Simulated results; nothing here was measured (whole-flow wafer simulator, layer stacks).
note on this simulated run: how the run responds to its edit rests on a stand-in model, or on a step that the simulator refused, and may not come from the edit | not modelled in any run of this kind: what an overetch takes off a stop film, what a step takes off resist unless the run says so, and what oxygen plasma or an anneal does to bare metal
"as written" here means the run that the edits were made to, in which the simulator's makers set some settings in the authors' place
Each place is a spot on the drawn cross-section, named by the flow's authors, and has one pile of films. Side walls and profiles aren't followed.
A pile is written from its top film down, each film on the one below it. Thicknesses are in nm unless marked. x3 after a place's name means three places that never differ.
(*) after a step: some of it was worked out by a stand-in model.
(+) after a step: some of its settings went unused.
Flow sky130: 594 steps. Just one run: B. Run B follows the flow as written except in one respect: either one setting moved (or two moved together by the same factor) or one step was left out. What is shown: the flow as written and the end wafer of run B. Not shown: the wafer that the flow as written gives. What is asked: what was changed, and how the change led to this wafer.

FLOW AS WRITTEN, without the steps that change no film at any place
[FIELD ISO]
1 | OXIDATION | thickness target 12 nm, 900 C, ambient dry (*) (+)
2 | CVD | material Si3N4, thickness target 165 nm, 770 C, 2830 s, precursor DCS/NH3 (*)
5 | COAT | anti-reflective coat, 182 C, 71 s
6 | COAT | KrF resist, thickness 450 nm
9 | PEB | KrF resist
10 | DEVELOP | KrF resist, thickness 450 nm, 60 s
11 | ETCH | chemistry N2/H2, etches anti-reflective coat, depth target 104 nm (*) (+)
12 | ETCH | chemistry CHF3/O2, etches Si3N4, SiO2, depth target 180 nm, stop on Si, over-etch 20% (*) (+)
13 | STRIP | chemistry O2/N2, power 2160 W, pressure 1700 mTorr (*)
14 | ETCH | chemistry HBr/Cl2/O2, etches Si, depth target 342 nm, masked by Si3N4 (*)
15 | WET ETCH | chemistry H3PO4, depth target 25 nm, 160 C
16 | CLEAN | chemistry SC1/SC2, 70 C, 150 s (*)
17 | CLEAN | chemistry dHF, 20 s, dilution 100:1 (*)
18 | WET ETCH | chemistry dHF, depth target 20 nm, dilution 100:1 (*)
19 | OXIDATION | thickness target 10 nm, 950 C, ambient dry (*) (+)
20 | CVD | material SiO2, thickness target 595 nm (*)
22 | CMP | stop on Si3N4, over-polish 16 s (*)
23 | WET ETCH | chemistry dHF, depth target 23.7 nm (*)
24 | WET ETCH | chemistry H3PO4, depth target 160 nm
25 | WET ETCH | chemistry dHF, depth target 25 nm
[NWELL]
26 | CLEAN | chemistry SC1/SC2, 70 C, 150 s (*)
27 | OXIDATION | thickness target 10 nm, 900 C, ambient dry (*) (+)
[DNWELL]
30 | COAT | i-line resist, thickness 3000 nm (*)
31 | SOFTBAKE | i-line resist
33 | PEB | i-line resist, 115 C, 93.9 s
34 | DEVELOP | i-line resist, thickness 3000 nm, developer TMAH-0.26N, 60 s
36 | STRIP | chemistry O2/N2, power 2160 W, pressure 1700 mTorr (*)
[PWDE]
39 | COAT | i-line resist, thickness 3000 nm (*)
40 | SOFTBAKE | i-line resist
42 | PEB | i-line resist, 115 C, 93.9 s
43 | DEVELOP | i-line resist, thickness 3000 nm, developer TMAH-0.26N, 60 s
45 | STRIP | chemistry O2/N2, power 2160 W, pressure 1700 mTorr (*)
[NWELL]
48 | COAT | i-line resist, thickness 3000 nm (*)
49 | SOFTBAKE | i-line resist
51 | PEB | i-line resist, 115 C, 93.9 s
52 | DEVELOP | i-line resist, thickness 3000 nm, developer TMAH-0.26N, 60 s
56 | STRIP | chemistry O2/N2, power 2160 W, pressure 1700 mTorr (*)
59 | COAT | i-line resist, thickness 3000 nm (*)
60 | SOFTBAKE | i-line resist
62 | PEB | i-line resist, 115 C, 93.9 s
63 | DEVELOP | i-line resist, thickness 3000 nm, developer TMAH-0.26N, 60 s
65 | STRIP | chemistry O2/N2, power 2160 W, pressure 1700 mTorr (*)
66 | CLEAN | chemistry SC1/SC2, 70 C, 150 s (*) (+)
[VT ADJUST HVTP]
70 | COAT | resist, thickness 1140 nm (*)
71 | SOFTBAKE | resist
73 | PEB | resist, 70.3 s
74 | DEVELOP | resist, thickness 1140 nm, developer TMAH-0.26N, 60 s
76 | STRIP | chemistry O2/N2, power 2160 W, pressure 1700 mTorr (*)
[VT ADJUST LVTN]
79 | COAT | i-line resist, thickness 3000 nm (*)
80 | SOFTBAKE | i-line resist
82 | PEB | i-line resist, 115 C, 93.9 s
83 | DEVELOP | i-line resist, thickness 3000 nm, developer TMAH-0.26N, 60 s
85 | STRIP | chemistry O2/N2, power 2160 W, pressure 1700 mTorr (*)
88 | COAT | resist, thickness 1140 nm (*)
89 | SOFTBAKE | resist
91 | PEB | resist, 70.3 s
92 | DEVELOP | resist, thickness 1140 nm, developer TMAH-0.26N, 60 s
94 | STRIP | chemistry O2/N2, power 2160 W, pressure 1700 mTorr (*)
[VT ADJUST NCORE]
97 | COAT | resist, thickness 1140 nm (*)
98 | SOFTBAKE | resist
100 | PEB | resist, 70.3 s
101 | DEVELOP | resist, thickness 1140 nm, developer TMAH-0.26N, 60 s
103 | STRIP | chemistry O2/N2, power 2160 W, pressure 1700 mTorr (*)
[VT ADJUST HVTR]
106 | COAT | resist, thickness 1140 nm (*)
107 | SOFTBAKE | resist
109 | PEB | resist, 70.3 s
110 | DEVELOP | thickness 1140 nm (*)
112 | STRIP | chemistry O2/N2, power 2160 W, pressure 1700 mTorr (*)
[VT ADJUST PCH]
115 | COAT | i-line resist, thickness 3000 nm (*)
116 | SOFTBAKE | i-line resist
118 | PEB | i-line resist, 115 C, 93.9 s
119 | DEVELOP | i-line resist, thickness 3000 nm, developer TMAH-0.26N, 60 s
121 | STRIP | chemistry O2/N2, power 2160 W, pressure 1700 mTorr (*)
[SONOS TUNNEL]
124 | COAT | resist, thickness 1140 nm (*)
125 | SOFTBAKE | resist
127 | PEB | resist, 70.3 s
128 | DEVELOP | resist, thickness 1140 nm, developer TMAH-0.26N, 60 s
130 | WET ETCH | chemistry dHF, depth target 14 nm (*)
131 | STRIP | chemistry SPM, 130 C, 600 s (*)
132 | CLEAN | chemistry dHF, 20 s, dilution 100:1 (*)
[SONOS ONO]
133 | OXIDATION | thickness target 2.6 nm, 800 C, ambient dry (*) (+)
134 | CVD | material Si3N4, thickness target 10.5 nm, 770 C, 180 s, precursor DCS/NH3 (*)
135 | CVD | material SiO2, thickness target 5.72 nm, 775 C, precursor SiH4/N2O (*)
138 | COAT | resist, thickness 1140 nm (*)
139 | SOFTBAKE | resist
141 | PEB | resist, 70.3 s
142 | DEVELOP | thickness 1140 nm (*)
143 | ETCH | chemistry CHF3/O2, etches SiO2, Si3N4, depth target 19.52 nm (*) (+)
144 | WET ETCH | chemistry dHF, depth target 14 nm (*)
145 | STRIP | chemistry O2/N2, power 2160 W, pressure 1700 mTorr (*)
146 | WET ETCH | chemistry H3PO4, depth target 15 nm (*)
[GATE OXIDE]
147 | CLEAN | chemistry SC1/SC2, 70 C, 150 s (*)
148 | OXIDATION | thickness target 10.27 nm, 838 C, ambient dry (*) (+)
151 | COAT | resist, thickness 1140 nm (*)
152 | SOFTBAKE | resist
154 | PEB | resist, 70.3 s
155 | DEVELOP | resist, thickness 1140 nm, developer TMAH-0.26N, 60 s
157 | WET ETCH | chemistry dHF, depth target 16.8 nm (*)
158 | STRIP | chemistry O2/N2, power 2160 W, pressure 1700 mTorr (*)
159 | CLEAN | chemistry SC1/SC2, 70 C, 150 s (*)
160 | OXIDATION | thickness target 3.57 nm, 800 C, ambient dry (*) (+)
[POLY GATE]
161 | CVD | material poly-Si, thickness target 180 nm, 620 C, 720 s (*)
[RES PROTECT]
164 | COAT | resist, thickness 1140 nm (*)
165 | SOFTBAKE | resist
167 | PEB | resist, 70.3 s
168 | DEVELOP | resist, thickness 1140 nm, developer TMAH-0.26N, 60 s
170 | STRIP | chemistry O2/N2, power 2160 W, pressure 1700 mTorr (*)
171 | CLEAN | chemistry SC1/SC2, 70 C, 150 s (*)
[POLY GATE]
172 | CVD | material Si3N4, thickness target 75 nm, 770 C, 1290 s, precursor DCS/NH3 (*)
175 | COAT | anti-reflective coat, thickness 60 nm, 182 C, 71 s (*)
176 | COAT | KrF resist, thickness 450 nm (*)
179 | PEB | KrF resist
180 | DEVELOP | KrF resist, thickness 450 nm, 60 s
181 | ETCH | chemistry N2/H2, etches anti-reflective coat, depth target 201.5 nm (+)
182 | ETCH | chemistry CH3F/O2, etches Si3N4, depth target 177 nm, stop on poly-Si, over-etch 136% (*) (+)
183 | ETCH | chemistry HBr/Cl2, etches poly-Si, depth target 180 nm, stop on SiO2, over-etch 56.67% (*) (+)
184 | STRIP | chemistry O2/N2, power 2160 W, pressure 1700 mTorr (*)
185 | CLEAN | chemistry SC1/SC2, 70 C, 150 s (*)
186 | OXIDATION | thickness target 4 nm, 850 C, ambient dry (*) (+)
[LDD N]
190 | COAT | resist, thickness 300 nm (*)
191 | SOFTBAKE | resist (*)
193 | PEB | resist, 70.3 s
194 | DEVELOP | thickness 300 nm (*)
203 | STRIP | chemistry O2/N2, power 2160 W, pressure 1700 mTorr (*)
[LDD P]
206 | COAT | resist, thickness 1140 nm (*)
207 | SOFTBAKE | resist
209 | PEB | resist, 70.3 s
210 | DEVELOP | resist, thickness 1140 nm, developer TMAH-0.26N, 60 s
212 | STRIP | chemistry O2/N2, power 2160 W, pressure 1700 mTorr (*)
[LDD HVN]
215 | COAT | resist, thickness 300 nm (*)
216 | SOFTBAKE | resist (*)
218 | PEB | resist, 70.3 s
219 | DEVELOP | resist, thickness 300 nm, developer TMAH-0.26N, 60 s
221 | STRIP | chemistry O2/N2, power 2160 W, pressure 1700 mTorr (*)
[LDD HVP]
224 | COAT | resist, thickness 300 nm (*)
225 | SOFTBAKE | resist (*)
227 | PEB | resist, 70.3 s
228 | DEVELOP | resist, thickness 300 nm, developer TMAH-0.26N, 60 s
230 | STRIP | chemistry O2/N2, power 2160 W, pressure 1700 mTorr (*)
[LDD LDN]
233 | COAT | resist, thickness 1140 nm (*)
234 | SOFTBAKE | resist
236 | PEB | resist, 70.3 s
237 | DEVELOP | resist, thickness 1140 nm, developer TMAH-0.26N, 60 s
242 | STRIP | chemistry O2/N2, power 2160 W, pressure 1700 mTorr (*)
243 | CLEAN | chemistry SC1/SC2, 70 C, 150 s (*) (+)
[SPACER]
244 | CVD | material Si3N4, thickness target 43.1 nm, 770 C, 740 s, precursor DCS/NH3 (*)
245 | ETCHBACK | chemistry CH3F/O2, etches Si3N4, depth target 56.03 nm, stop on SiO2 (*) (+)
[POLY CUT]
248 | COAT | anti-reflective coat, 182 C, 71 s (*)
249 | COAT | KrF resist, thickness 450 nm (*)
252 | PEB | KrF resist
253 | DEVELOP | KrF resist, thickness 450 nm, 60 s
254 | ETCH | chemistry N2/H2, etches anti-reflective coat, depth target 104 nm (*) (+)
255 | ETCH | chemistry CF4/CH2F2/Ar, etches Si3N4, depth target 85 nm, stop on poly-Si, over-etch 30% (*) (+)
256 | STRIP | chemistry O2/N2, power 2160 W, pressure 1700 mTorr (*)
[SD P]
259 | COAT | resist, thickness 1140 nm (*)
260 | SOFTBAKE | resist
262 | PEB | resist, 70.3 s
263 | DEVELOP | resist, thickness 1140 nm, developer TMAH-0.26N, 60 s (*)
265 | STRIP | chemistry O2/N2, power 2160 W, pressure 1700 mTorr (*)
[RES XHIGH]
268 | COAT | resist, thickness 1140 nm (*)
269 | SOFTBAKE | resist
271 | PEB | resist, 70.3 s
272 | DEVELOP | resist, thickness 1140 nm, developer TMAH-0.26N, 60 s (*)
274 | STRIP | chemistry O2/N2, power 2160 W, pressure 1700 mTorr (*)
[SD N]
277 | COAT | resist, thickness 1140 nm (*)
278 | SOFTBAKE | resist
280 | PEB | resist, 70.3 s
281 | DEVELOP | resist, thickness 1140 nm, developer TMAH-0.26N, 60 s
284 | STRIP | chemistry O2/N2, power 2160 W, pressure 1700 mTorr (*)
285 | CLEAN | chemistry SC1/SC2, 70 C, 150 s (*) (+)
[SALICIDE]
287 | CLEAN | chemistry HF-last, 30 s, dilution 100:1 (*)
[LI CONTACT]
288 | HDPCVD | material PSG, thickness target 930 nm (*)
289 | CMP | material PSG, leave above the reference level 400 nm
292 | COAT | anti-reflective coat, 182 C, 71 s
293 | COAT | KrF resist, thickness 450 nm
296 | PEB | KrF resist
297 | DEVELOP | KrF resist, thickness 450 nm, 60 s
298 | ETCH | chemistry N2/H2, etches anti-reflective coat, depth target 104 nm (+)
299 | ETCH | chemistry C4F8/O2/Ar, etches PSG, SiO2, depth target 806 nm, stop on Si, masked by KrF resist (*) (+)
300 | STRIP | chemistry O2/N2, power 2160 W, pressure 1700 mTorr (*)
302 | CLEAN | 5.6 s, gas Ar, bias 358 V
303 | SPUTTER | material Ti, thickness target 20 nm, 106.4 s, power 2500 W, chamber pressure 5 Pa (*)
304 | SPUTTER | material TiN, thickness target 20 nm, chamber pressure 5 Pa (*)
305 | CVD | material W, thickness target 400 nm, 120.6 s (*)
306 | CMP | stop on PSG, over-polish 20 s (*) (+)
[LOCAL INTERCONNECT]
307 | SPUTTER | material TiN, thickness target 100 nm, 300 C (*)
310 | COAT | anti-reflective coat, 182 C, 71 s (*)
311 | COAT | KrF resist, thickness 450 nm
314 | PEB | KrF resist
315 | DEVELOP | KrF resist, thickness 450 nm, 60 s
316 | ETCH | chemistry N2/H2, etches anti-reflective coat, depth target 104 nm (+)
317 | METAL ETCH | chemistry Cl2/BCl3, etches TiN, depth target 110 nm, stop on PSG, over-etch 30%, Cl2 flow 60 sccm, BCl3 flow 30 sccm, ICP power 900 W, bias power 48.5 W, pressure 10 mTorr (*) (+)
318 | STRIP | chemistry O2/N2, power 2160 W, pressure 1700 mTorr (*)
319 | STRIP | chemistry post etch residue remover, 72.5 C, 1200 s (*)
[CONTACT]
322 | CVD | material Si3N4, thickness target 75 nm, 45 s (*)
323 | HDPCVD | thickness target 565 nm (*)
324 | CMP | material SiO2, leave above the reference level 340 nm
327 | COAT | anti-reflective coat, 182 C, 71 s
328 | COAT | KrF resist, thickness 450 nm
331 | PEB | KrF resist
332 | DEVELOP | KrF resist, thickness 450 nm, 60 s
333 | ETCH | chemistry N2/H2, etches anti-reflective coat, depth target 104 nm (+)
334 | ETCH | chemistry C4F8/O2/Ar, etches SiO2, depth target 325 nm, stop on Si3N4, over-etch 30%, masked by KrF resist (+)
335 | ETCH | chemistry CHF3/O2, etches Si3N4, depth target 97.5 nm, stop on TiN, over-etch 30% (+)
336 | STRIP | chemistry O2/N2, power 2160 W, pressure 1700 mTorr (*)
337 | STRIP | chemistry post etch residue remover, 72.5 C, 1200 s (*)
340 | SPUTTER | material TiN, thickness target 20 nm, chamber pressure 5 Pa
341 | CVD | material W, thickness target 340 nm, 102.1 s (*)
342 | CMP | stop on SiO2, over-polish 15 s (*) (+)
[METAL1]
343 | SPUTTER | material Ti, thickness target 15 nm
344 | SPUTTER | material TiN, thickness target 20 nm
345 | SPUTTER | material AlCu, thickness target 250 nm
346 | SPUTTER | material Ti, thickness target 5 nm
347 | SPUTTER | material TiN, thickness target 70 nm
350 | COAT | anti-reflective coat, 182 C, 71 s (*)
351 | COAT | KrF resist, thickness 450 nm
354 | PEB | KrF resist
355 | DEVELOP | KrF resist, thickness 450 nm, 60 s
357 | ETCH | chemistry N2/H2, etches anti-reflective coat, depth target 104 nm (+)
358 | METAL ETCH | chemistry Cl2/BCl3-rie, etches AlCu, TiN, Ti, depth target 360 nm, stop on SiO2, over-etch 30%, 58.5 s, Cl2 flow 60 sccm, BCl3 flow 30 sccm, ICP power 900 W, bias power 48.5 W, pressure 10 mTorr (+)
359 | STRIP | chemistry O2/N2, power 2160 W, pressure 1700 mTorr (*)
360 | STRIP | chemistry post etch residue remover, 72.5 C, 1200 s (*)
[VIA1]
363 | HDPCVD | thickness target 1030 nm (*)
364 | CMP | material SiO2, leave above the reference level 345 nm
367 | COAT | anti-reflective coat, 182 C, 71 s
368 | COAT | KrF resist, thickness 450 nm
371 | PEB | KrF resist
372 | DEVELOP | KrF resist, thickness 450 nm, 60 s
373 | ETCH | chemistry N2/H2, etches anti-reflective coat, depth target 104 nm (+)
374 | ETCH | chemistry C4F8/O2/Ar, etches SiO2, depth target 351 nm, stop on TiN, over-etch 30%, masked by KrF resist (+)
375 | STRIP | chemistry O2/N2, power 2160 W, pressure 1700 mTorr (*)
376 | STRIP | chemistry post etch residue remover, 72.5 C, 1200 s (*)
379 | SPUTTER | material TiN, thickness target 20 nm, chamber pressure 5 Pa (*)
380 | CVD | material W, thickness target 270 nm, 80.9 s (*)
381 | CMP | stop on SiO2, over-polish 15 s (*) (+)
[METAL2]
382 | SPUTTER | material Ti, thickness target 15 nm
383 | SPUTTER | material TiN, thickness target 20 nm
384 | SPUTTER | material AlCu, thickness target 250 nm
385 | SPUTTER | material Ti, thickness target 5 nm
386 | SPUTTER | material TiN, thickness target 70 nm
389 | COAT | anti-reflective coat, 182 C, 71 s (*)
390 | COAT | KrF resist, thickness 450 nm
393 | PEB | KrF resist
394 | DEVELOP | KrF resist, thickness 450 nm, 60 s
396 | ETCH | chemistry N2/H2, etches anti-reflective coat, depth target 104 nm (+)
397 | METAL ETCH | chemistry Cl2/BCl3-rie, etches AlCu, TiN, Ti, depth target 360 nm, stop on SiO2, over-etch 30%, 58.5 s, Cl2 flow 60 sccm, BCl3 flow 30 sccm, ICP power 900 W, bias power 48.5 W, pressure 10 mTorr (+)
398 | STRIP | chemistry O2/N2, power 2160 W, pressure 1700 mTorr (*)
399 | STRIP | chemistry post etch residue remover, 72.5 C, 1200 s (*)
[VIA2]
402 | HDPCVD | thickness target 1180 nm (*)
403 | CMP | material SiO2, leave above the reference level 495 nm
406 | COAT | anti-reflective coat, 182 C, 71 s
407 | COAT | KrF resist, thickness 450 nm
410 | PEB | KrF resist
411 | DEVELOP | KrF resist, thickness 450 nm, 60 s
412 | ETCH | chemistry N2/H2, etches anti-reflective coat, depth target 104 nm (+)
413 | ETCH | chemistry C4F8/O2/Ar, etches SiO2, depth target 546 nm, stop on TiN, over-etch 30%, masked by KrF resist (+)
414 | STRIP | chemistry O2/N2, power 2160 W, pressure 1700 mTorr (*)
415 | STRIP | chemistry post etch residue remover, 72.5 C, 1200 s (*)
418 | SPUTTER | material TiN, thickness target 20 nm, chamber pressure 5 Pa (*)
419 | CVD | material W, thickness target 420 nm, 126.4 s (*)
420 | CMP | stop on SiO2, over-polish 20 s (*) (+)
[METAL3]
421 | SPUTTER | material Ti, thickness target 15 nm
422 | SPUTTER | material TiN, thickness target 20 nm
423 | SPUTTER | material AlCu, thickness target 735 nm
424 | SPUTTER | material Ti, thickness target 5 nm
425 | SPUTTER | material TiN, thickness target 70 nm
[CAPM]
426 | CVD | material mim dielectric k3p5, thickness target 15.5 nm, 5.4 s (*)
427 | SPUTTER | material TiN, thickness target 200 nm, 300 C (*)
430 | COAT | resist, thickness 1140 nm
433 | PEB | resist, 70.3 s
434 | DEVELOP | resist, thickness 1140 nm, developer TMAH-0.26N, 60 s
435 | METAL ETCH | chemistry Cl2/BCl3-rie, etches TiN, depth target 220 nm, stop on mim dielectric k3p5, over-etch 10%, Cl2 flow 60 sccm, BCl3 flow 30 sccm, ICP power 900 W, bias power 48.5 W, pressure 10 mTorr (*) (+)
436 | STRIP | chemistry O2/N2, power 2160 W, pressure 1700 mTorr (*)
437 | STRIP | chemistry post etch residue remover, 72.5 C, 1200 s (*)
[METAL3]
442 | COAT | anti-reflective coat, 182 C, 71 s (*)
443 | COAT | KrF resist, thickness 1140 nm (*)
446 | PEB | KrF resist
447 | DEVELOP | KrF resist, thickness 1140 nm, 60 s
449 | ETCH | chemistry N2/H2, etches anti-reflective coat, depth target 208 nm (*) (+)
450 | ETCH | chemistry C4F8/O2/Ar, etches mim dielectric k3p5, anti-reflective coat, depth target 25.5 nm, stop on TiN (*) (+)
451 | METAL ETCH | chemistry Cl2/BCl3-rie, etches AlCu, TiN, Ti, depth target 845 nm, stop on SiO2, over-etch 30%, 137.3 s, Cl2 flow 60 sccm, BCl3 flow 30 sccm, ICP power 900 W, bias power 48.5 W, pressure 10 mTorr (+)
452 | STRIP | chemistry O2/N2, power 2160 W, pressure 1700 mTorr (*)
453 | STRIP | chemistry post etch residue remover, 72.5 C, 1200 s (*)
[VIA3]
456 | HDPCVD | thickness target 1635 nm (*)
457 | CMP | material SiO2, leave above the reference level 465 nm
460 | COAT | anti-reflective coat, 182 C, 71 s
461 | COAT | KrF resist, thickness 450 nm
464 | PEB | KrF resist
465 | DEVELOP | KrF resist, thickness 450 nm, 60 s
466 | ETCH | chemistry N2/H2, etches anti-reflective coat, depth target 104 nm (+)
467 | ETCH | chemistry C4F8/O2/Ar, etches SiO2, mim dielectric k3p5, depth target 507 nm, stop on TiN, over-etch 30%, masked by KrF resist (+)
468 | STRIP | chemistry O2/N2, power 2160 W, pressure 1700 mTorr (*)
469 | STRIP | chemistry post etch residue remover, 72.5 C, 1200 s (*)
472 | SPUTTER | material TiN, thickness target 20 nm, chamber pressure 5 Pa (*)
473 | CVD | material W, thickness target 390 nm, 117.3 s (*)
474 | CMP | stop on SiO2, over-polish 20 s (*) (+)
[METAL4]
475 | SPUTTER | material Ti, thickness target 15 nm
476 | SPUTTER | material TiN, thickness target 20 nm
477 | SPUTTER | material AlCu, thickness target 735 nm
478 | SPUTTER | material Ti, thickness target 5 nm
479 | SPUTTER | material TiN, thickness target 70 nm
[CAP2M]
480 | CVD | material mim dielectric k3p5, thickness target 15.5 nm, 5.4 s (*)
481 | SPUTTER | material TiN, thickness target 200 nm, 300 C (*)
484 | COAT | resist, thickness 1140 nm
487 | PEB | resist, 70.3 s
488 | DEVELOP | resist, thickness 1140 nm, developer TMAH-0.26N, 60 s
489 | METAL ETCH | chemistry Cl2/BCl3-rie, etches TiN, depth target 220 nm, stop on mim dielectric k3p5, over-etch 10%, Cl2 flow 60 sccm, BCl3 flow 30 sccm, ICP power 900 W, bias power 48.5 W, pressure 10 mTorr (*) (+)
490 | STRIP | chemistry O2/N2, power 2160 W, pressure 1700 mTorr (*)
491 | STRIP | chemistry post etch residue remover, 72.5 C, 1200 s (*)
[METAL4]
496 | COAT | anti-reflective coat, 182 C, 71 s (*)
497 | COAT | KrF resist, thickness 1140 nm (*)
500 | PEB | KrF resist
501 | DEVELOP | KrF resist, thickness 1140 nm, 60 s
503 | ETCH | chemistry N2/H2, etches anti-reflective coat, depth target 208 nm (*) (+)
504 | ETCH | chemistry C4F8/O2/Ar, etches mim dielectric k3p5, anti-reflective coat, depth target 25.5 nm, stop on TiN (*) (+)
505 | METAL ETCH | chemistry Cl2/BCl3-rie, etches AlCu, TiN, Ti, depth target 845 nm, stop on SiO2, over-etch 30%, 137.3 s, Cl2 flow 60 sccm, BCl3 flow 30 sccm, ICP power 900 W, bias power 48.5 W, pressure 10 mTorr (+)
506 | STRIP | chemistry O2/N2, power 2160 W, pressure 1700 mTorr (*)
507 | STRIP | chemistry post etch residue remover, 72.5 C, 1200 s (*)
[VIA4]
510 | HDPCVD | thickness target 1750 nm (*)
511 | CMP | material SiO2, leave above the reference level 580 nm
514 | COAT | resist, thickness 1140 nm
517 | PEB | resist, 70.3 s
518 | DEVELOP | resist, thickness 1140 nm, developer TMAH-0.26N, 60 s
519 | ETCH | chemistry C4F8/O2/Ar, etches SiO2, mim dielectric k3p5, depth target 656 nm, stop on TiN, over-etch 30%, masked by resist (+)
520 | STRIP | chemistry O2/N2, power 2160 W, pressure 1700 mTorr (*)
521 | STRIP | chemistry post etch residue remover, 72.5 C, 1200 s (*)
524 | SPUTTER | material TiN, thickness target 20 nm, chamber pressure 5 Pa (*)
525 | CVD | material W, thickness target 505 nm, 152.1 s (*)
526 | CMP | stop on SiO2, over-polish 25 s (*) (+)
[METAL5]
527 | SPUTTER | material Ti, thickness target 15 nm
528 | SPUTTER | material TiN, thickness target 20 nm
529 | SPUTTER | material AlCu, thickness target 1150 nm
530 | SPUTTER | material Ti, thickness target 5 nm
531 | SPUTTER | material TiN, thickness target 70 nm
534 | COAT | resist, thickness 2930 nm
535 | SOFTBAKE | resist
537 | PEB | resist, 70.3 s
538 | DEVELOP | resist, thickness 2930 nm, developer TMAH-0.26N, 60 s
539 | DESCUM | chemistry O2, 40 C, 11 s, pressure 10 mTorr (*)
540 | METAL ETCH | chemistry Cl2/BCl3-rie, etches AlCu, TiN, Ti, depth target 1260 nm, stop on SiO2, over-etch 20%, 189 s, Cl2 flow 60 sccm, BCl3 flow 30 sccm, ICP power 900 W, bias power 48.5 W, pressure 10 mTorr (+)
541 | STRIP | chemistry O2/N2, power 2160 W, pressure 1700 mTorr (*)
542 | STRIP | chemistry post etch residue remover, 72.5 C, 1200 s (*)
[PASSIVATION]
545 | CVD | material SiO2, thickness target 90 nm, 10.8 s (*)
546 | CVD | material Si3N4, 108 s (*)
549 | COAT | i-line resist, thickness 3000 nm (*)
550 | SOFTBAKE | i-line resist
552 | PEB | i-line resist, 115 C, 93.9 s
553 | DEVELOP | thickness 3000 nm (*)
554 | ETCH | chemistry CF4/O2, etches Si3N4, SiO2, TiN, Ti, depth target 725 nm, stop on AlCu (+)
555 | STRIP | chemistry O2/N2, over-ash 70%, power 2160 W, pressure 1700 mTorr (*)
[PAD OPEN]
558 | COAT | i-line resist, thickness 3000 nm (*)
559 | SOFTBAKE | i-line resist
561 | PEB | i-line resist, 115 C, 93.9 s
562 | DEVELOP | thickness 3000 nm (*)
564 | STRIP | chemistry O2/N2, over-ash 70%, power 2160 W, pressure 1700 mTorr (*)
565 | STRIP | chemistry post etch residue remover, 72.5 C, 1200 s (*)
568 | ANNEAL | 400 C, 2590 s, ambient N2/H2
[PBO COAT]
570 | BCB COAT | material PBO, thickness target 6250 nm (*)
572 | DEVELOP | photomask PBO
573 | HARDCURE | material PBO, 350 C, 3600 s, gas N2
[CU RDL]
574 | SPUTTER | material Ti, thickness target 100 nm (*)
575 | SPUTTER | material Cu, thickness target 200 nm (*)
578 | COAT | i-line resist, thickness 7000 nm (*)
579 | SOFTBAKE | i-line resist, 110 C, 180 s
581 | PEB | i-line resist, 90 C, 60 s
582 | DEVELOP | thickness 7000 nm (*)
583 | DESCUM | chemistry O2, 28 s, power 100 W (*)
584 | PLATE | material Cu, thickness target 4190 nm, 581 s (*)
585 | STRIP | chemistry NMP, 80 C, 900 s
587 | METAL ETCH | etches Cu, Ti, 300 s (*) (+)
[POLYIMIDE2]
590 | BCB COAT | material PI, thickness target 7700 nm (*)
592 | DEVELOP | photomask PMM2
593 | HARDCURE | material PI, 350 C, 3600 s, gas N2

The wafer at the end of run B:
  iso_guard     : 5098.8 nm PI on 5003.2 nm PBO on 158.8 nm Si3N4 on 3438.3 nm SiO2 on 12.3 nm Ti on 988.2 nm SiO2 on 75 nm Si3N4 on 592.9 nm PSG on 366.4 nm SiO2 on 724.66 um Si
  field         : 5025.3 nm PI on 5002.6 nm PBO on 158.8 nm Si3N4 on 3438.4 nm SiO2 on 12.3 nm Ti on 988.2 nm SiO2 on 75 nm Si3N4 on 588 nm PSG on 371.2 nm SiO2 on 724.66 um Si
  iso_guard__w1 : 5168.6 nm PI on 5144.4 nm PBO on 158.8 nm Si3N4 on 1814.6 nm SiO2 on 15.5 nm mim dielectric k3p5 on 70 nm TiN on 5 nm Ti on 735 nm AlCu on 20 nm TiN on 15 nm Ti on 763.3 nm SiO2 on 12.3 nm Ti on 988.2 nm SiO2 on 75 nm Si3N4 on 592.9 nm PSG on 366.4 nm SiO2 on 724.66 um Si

What caused this: step 397, METAL ETCH: depth target 266.4 nm was run, whereas the flow has depth target 360 nm; step 397, METAL ETCH: 43.3 s was run, where the flow has 58.5 s.

Step by step, how the change led to this:
  397 | METAL ETCH | chemistry Cl2/BCl3-rie, etches AlCu, TiN, Ti, depth target 360 nm, stop on SiO2, over-etch 30%, 58.5 s, Cl2 flow 60 sccm, BCl3 flow 30 sccm, ICP power 900 W, bias power 48.5 W, pressure 10 mTorr (+)
      iso_guard, vpp_sp, vpp_guard and 75 more: -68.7 TiN (all of it), -5 Ti (all of it), -250 AlCu (all of it), -20 TiN (all of it), -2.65 Ti (in the flow as written it would be: -68.7 TiN (all of it), -5 Ti (all of it), -250 AlCu (all of it), -20 TiN (all of it), -15 Ti (all of it), -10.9 SiO2)
      field, active, gate, spacer, sonos_cell, sonos_guard, sonos_guard_hv: -68.7 TiN (all of it), -5 Ti (all of it), -250 AlCu (all of it), -20 TiN (all of it), -2.66 Ti (in the flow as written it would be: -68.7 TiN (all of it), -5 Ti (all of it), -250 AlCu (all of it), -20 TiN (all of it), -15 Ti (all of it), -10.9 SiO2)
      (as well as at 106 more places)
  398 | STRIP | chemistry O2/N2, power 2160 W, pressure 1700 mTorr (*)
      gate_hv, mim, dice_street and 94 more: -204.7 KrF resist (all of it), -80 anti-reflective coat (all of it) (in the flow as written it would be: -143.8 KrF resist (all of it), -80 anti-reflective coat (all of it))
      n_well, p_well, sd_n, sd_p, pad, gate_p, vpp_tail: -204.6 KrF resist (all of it), -80 anti-reflective coat (all of it) (in the flow as written it would be: -143.8 KrF resist (all of it), -80 anti-reflective coat (all of it))
      (as well as at 2 more places)
  402 | HDPCVD | thickness target 1180 nm (*)
      field, active, gate and 82 more: +1180 SiO2 (new film) (in the flow as written it would be: +1180 SiO2)
  403 | CMP | material SiO2, leave above the reference level 495 nm
      field, active, gate and 82 more: -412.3 SiO2 (in the flow as written it would be: -389.1 SiO2)
If metal films that touch count as one body, iso_guard has 1 body; the flow as written gives 0 bodies.
If metal films that touch count as one body, field has 1 body; the flow as written gives 0 bodies.
If metal films that touch count as one body, iso_guard__w1 has 2 bodies (between them, from the top down: SiO2 763.3); the flow as written gives 1 body.
